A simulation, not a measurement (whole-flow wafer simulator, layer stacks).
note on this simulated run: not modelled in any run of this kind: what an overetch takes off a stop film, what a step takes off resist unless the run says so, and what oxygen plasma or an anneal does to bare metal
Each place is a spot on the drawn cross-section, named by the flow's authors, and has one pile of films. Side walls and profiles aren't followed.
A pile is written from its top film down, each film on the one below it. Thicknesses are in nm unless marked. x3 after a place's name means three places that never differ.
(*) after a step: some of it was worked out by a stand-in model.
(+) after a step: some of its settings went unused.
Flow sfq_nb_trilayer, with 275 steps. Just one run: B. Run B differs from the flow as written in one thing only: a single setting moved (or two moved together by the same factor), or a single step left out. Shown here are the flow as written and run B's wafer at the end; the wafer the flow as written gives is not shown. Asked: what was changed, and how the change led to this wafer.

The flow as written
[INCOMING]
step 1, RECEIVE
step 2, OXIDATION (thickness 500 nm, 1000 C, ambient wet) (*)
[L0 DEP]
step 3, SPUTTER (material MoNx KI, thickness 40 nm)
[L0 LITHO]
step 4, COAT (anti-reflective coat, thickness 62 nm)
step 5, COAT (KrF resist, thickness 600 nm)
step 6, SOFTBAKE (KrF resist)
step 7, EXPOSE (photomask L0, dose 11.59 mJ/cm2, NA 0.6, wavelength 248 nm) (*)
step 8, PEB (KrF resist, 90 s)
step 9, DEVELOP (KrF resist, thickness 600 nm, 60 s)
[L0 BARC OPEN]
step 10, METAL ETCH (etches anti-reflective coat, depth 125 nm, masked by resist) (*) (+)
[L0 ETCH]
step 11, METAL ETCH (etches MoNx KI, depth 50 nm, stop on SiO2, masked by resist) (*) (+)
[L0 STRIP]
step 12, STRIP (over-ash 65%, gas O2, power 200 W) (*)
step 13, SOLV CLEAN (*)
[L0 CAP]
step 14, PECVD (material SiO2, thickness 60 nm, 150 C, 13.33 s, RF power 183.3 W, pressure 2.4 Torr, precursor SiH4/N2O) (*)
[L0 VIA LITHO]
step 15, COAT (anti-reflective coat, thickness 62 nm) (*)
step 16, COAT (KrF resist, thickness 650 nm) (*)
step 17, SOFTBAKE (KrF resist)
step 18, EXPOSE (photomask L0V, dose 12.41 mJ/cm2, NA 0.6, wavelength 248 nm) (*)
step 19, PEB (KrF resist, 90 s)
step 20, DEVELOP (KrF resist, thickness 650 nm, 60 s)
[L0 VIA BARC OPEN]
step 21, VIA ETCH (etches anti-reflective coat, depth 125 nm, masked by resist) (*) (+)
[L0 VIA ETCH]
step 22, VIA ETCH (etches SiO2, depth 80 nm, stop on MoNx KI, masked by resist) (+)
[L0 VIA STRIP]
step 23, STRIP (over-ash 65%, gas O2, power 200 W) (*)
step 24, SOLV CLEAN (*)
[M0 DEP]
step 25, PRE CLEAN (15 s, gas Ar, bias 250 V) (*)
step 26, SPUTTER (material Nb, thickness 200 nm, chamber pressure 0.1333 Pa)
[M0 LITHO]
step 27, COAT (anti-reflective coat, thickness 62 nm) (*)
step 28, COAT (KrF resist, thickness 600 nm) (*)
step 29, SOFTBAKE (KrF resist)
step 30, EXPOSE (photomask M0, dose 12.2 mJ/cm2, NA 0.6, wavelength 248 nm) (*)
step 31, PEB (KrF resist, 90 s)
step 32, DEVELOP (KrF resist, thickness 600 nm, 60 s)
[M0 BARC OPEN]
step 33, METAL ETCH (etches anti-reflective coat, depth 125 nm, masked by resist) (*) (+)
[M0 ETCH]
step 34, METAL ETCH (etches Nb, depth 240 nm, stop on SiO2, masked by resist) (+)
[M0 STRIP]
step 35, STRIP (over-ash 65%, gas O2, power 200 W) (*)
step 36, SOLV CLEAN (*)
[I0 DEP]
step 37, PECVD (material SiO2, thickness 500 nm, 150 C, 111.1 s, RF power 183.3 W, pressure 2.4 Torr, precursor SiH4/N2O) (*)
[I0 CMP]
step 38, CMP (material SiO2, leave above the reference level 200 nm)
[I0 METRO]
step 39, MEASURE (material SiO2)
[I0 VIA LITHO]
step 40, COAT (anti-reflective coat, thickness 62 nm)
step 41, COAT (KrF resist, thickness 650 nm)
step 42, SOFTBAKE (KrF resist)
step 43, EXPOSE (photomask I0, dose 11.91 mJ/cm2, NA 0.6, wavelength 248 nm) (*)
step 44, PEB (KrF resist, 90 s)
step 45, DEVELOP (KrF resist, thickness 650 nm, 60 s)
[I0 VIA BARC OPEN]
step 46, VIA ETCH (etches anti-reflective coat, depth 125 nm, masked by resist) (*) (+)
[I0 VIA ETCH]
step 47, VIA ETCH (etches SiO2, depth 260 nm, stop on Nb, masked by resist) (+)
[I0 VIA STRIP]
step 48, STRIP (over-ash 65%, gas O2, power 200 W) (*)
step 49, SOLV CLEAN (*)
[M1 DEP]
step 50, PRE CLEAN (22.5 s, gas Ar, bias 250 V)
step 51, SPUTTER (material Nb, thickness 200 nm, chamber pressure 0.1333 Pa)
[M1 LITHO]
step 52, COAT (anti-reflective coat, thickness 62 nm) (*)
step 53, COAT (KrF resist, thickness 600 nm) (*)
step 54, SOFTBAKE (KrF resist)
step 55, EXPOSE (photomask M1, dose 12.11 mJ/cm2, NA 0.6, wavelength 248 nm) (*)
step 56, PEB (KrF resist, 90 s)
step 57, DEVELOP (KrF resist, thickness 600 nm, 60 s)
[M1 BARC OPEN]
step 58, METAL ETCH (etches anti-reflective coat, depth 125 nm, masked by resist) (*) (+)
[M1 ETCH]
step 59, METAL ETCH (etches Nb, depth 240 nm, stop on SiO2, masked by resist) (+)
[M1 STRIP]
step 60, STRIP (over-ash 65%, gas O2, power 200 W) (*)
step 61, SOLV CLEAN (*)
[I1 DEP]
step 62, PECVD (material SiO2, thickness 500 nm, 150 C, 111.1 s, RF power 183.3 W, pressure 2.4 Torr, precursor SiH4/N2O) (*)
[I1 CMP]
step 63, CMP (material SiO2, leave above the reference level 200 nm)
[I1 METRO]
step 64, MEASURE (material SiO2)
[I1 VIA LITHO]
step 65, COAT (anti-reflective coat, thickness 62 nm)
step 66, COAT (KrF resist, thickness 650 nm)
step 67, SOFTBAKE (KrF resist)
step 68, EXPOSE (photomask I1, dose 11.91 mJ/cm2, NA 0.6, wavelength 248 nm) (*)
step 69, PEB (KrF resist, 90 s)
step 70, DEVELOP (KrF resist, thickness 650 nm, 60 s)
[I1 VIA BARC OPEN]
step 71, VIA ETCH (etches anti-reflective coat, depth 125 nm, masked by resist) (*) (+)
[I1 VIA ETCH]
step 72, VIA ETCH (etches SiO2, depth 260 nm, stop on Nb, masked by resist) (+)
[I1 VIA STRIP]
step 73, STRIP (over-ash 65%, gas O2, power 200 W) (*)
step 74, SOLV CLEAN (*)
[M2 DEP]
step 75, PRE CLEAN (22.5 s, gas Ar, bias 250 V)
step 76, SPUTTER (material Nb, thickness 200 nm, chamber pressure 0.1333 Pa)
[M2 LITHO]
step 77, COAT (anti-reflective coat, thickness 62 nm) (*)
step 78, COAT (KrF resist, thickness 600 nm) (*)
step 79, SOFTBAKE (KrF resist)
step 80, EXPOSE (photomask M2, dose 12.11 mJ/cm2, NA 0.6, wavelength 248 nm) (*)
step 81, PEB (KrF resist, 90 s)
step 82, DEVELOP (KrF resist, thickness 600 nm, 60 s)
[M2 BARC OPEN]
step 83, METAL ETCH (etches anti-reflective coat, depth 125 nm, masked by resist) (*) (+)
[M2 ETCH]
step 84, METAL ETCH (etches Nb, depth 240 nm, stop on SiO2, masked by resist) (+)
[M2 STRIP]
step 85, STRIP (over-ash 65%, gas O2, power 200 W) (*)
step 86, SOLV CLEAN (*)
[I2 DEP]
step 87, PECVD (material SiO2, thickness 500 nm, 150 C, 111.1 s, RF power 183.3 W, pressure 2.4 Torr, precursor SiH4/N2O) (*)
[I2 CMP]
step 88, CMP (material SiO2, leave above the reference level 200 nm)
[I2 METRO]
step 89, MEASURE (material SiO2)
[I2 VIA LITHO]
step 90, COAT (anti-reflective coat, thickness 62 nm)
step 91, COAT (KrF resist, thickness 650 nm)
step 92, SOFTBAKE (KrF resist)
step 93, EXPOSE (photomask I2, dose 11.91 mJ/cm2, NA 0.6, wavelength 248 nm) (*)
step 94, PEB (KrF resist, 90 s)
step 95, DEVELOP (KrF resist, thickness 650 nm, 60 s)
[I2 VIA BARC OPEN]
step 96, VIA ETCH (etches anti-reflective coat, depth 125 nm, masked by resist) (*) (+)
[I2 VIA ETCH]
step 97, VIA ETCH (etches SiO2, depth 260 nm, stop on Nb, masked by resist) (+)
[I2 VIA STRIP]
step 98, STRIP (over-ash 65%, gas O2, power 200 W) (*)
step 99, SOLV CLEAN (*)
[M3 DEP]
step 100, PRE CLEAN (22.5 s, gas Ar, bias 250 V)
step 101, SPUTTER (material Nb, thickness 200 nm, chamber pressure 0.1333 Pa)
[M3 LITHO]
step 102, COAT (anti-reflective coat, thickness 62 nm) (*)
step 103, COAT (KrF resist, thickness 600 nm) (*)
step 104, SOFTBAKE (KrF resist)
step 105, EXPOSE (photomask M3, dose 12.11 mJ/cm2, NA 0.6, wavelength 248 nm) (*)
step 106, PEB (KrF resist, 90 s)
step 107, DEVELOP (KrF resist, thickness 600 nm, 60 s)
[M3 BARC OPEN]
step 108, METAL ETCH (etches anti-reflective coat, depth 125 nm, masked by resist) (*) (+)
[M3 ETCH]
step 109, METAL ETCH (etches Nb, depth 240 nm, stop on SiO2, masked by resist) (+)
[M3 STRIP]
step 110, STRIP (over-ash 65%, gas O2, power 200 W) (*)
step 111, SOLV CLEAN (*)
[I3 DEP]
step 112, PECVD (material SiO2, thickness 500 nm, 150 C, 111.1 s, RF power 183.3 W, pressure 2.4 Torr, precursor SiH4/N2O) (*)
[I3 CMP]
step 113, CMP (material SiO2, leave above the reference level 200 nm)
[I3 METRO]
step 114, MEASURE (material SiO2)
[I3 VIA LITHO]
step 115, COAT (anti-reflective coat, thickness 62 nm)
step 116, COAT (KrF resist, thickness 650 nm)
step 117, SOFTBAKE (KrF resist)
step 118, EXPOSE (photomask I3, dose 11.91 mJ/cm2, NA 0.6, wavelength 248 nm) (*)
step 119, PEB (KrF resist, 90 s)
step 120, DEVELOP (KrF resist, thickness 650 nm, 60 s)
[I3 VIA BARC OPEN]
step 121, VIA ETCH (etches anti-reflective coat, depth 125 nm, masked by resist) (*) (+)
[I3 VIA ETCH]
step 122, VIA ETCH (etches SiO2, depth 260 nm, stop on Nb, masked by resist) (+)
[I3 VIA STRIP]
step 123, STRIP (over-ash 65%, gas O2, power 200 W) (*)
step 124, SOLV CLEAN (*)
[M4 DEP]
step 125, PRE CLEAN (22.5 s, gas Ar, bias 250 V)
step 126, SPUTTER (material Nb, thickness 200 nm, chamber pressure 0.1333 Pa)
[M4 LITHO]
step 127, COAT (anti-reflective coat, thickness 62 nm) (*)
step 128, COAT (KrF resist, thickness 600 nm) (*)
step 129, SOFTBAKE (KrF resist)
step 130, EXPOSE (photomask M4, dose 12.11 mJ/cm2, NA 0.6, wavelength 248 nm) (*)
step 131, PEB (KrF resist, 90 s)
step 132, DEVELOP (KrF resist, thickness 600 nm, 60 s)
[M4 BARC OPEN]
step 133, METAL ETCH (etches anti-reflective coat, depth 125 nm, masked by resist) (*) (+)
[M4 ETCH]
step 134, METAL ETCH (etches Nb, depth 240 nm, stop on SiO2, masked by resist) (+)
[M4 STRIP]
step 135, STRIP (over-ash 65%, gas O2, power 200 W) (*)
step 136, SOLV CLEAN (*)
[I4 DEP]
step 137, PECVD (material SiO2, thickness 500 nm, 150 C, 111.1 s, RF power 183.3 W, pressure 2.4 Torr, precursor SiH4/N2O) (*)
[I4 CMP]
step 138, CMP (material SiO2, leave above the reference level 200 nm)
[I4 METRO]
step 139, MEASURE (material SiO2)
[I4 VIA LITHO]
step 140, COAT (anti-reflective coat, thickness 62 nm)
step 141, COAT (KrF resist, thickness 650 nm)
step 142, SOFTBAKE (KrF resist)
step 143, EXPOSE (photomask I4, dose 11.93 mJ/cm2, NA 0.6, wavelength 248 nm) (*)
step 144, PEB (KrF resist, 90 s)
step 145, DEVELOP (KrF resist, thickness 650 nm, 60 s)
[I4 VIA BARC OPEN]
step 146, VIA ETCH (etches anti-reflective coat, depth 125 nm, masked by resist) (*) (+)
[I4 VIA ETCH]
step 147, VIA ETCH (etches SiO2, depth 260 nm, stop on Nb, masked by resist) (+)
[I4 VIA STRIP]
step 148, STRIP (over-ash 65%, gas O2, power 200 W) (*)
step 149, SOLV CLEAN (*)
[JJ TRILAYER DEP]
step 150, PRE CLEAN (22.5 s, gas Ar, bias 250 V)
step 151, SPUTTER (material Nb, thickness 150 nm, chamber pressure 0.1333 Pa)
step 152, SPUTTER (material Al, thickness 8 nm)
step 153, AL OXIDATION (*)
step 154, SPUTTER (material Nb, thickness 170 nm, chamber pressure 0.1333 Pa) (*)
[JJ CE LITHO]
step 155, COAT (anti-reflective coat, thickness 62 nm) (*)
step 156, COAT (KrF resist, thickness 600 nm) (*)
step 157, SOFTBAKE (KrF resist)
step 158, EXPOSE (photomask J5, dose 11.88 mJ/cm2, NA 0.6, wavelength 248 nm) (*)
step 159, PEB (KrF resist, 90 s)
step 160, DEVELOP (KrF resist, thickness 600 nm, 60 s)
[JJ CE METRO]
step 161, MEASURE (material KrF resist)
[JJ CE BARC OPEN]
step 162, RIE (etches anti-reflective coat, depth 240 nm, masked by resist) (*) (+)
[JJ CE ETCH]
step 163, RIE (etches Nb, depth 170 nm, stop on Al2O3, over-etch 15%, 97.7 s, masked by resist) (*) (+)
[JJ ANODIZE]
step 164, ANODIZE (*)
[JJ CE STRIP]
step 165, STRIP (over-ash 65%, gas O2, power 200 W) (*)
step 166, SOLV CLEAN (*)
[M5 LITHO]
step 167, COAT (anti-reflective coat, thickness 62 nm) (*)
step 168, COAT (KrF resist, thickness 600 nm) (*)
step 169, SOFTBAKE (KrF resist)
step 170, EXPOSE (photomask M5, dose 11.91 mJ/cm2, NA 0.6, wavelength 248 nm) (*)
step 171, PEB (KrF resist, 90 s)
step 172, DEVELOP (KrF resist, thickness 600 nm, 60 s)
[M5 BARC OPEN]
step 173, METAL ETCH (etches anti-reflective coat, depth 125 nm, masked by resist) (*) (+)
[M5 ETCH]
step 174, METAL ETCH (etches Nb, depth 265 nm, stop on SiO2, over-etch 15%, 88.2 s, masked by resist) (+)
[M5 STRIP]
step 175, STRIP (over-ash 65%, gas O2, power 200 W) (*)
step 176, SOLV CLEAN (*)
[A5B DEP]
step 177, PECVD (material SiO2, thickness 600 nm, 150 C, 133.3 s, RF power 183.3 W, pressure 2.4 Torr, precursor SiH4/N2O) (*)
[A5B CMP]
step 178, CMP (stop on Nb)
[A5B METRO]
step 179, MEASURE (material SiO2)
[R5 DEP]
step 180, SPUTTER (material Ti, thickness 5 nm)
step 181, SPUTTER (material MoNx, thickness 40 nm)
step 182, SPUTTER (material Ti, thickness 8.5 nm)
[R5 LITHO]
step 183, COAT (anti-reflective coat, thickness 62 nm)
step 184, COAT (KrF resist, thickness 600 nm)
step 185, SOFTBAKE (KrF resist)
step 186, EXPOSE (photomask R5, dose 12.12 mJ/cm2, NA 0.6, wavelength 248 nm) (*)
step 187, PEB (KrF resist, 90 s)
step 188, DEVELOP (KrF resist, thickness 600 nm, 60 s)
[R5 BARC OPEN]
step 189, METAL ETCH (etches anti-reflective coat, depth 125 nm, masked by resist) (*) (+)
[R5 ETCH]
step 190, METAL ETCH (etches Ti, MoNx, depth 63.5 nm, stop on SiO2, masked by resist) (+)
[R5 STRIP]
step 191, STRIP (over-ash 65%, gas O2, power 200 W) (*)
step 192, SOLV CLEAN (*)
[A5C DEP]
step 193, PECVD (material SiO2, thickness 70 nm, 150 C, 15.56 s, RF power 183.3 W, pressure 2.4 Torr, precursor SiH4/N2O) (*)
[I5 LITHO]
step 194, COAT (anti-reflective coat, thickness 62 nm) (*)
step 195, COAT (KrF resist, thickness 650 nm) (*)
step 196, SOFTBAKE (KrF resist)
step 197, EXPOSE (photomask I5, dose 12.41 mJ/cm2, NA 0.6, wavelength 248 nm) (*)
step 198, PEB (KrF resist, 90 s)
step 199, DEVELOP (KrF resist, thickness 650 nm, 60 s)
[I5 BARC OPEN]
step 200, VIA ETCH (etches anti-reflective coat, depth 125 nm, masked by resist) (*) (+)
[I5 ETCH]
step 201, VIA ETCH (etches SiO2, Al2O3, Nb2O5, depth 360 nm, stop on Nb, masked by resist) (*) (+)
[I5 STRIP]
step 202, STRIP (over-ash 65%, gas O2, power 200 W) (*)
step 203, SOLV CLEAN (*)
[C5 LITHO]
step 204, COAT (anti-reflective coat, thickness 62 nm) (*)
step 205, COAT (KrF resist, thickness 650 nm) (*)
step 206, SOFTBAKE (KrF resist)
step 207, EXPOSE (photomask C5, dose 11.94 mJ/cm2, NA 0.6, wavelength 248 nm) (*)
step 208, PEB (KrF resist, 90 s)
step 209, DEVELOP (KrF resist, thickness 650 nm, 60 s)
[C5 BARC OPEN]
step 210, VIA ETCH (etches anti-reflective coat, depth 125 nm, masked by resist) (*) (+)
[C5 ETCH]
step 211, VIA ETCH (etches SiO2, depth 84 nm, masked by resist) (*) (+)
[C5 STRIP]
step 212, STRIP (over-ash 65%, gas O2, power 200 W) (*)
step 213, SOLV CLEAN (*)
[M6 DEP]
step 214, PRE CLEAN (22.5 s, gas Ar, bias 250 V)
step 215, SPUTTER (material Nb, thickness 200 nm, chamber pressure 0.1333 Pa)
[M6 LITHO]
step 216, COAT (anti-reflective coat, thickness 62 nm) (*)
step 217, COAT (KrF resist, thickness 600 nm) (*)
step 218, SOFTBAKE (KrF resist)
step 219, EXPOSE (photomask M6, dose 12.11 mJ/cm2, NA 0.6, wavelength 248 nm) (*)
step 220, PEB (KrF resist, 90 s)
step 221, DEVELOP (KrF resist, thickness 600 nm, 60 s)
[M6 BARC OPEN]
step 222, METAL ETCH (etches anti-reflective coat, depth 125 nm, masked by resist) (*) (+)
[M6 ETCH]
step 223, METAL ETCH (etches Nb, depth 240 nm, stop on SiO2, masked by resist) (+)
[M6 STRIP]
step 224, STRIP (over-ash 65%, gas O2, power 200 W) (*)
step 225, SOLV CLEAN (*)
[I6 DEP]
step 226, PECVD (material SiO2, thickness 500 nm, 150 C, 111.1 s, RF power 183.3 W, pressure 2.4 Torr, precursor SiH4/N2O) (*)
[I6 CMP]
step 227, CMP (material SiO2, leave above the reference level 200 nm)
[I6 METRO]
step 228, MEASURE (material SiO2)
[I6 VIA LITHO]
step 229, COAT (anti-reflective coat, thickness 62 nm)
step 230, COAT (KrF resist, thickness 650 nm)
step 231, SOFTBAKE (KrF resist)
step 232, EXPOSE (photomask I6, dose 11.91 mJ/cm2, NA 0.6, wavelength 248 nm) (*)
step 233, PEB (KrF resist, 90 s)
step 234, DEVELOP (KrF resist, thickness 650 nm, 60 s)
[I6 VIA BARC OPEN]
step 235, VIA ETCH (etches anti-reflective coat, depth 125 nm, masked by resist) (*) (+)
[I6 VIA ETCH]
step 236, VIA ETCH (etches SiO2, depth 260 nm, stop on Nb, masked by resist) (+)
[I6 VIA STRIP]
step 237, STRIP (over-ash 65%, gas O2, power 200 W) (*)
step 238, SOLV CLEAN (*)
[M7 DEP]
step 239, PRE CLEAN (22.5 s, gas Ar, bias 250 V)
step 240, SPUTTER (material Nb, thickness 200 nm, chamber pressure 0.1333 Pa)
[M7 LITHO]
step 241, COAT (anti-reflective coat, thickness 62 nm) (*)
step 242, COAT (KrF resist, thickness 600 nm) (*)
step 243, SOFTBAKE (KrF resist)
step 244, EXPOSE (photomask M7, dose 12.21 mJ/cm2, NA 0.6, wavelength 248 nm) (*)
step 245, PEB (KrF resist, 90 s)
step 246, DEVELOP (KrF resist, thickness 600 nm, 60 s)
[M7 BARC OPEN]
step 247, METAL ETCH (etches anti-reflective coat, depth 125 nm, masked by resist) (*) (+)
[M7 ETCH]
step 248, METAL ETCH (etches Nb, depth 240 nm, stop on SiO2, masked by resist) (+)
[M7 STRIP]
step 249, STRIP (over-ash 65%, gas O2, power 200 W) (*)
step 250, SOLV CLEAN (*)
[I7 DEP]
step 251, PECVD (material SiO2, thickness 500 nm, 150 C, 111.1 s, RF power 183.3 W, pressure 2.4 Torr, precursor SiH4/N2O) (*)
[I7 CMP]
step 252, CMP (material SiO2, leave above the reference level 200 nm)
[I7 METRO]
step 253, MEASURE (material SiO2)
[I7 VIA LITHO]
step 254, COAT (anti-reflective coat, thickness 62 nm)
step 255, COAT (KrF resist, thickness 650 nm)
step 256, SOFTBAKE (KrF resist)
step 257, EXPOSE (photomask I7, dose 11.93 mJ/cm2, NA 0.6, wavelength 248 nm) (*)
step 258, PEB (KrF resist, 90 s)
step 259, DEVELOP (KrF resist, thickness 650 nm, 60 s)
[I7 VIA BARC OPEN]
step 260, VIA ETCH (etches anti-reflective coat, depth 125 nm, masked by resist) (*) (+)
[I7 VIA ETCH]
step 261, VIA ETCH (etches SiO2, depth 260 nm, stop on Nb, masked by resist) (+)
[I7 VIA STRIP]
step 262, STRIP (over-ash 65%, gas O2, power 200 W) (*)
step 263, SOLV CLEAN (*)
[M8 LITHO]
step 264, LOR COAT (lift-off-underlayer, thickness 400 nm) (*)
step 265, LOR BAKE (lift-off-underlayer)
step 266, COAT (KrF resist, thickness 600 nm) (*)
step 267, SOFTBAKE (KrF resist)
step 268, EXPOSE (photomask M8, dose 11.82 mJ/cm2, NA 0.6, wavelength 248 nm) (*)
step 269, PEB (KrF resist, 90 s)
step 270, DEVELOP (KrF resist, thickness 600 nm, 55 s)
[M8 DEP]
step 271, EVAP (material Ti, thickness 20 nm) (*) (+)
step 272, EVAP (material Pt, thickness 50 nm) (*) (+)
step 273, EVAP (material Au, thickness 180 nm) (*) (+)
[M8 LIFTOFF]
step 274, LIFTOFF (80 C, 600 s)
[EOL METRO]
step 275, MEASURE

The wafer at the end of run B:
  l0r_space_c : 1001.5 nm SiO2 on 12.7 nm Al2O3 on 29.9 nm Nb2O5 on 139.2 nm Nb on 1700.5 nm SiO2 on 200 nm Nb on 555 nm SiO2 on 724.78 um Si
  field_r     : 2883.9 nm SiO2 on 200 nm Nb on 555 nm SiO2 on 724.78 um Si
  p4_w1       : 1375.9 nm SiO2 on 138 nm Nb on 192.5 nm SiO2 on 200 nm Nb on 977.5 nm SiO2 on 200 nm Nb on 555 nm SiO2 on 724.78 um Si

The reason: step 126, SPUTTER: thickness 138 nm was run, while the flow as written has thickness 200 nm.
One can read it off the wafer: p4_w1 has Nb 138, and step 126 as written asks for 200 nm.

How this came from the change, step by step:
  step 126, SPUTTER (material Nb, thickness 200 nm, chamber pressure 0.1333 Pa)
      field_l, v_sur, via_wl and 102 more: +138 Nb (new film) (as written it would have been: +200 Nb (new film))
      via_v: +113.9 Nb (as written it would have been: +165.5 Nb)
  step 127, COAT (anti-reflective coat, thickness 62 nm) (*)
      via_v: +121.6 anti-reflective coat (new film) (as written it would have been: +124.8 anti-reflective coat (new film))
  step 134, METAL ETCH (etches Nb, depth 240 nm, stop on SiO2, masked by resist) (+)
      field_l, be, be_sur and 64 more: -138 Nb (all of it) (as written it would have been: -200 Nb (all of it))
      v_sur, via_wl, via_w and 36 more: -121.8 KrF resist (as written it would have been: -141.2 KrF resist)
  step 135, STRIP (over-ash 65%, gas O2, power 200 W) (*)
      p4_fl, p4_fm, p4_w1 and 26 more: -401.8 KrF resist (all of it), -62 anti-reflective coat (all of it) (as written it would have been: -382.4 KrF resist (all of it), -62 anti-reflective coat (all of it))
      lsp_m, ln_m6: -401.4 KrF resist (all of it), -61.8 anti-reflective coat (all of it) (as written it would have been: -381.9 KrF resist (all of it), -61.8 anti-reflective coat (all of it))
      (and at 8 other places as well)
  step 137, PECVD (material SiO2, thickness 500 nm, 150 C, 111.1 s, RF power 183.3 W, pressure 2.4 Torr, precursor SiH4/N2O) (*)
      p3_s0, p3_s1, p3_s2, p3_s3, p3_s4, p3_s5: +500 SiO2 (as written it would have been: +557.1 SiO2)
      via_v: +598.4 SiO2 (new film) (as written it would have been: +615 SiO2 (new film))
  step 138, CMP (material SiO2, leave above the reference level 200 nm)
      field_l, be, be_sur and 55 more: -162 SiO2 (as written it would have been: -100 SiO2)
      p3_s0, p3_s1, p3_s2, p3_s3, p3_s4, p3_s5: -162 SiO2 (as written it would have been: -157.1 SiO2)
      (and at 4 other places as well)
